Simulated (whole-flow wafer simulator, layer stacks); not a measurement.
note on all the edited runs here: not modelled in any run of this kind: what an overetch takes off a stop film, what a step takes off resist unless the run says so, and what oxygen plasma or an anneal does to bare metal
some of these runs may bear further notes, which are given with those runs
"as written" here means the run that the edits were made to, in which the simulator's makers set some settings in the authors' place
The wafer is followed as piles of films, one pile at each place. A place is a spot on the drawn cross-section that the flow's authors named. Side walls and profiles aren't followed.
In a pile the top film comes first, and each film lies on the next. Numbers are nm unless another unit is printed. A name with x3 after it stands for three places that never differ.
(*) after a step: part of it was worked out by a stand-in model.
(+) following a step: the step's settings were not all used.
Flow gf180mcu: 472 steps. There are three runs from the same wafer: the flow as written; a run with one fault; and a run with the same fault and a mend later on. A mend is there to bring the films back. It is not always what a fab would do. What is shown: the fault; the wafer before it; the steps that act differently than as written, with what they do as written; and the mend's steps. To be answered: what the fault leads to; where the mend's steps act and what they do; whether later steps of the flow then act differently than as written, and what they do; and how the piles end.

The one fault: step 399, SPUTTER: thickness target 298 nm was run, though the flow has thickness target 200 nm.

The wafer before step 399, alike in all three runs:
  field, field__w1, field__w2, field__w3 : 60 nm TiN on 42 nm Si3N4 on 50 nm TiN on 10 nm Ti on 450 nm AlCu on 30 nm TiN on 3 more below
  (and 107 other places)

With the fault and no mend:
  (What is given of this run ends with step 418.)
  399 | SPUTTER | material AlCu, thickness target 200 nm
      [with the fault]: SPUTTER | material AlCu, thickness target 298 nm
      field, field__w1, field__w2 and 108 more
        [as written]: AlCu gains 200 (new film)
        [with the fault]: AlCu gains 298 (new film)
  Steps further on in the flow that do not act as written (not shown: 2 more steps that differ only slightly, by at most 2% or 0.5 nm, whichever is larger):
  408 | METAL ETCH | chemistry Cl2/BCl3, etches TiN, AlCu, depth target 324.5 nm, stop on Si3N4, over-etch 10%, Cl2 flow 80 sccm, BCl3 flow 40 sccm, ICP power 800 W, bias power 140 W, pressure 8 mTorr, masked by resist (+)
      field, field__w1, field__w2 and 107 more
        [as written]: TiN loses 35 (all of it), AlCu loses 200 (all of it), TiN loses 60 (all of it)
        [with the fault]: TiN loses 35 (all of it), AlCu loses 289.5
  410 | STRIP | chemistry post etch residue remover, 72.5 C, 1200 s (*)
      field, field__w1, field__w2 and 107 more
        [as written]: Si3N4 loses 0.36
        [with the fault]: AlCu loses 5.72
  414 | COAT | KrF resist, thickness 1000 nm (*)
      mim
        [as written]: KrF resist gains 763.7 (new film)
        [with the fault]: KrF resist gains 737.4 (new film)
  The piles after step 418 differ from the flow's at field, field__w1, field__w2 and 109 more by more than 2% or 0.5 nm, whichever is larger.
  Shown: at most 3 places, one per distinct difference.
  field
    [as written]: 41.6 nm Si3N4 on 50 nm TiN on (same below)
    [with the fault]: 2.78 nm AlCu on 60 nm TiN on 42 nm Si3N4 on 50 nm TiN on (same below)
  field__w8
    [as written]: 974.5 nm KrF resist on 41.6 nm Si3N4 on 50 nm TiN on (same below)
    [with the fault]: 974.5 nm KrF resist on 2.78 nm AlCu on 60 nm TiN on 42 nm Si3N4 on 50 nm TiN on (same below)
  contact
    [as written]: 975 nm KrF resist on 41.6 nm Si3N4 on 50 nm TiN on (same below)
    [with the fault]: 975 nm KrF resist on 2.78 nm AlCu on 60 nm TiN on 42 nm Si3N4 on 50 nm TiN on (same below)

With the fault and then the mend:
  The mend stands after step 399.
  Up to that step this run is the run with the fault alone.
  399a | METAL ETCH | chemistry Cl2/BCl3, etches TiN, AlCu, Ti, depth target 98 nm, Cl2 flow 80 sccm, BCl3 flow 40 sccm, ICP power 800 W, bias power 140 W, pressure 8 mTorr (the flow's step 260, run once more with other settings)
      field, field__w1, field__w2 and 108 more
        AlCu loses 98
  Every later step of the flow that is run acts as written at every place that is followed.
  The piles end the same as the flow's at every place that both follow.
